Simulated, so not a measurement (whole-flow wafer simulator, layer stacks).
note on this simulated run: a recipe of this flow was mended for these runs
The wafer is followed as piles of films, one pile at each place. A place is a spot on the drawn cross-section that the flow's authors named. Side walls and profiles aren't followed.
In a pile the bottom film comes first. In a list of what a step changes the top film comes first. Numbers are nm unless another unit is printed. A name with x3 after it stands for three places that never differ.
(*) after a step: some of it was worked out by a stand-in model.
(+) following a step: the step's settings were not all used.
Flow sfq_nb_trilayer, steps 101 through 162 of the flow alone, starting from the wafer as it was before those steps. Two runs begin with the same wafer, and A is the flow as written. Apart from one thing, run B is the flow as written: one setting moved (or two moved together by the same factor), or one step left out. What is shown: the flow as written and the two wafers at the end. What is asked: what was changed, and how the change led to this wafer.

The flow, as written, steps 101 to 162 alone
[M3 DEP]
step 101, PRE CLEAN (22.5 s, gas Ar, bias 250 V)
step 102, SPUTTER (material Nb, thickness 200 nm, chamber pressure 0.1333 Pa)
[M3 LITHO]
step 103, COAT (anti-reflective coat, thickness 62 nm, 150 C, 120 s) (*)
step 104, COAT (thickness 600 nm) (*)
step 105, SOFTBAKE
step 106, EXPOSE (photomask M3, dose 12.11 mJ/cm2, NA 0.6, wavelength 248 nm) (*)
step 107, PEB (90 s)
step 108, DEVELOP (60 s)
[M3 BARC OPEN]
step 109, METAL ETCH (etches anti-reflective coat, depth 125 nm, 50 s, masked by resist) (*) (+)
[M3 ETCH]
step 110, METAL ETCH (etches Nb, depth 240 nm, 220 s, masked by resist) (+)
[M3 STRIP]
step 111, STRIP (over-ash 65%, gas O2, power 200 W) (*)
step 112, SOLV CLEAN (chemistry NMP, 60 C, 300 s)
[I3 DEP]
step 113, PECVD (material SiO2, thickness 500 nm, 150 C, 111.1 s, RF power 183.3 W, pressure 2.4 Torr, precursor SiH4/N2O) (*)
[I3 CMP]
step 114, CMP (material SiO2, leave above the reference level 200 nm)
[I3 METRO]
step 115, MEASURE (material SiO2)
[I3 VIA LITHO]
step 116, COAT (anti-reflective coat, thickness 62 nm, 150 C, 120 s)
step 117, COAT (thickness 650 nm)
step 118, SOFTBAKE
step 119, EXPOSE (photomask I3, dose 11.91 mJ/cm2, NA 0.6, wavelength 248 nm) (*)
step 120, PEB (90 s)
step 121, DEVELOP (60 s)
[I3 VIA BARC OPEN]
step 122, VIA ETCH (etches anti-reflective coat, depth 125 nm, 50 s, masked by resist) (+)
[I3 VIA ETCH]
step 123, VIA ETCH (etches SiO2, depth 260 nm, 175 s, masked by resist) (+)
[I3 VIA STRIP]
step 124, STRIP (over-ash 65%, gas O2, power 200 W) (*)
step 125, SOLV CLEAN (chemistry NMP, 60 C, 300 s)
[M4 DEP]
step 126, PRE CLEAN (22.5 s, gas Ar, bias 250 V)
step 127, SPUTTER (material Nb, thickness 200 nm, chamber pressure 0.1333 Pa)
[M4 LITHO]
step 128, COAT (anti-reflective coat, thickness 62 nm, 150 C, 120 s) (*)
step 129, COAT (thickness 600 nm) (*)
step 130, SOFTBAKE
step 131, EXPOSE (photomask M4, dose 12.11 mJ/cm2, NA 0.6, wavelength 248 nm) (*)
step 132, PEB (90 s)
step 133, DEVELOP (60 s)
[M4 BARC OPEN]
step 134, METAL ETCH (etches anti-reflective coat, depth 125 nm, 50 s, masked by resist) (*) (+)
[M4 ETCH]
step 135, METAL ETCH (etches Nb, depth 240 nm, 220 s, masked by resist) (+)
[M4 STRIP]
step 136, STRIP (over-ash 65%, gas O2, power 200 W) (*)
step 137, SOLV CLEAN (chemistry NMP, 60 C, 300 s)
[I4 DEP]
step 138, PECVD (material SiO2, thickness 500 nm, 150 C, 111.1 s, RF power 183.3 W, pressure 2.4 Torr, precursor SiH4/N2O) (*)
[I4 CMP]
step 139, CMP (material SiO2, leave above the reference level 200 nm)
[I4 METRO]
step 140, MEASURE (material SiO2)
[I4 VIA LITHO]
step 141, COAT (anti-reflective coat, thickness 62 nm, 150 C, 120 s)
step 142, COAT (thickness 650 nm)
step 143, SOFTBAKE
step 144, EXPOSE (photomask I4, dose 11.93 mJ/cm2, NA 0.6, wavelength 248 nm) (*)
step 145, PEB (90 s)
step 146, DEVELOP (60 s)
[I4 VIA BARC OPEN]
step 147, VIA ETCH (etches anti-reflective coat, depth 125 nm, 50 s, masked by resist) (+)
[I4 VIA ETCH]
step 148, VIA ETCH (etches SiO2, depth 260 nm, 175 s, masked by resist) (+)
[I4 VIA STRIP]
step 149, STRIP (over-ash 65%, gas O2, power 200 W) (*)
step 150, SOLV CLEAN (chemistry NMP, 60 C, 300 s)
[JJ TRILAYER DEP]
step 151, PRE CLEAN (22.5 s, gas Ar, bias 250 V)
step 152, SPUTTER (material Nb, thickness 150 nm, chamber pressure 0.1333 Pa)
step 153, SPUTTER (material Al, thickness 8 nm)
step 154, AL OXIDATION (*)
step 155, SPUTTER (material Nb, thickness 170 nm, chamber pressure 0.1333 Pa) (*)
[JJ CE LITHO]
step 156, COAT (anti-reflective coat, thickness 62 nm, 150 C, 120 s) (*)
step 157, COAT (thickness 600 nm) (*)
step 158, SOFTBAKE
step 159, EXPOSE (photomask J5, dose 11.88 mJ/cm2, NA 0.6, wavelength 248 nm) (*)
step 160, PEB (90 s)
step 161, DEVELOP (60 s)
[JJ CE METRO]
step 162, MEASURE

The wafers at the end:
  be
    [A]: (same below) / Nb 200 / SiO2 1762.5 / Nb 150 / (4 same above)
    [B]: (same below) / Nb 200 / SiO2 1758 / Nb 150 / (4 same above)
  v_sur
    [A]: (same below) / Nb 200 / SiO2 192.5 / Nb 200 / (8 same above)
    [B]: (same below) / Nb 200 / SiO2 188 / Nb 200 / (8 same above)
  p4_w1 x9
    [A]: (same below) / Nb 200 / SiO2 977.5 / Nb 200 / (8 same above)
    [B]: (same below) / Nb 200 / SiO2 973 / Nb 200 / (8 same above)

Cause: step 101, PRE CLEAN: 36 s was run, whereas the flow has 22.5 s.

The path from the change to this, step by step:
  step 101, PRE CLEAN (22.5 s, gas Ar, bias 250 V)
      field_l, v_sur, via_wl and 102 more: A SiO2 loses 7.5 | B SiO2 loses 12
      via_w: A Nb loses 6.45 | B Nb loses 10.8
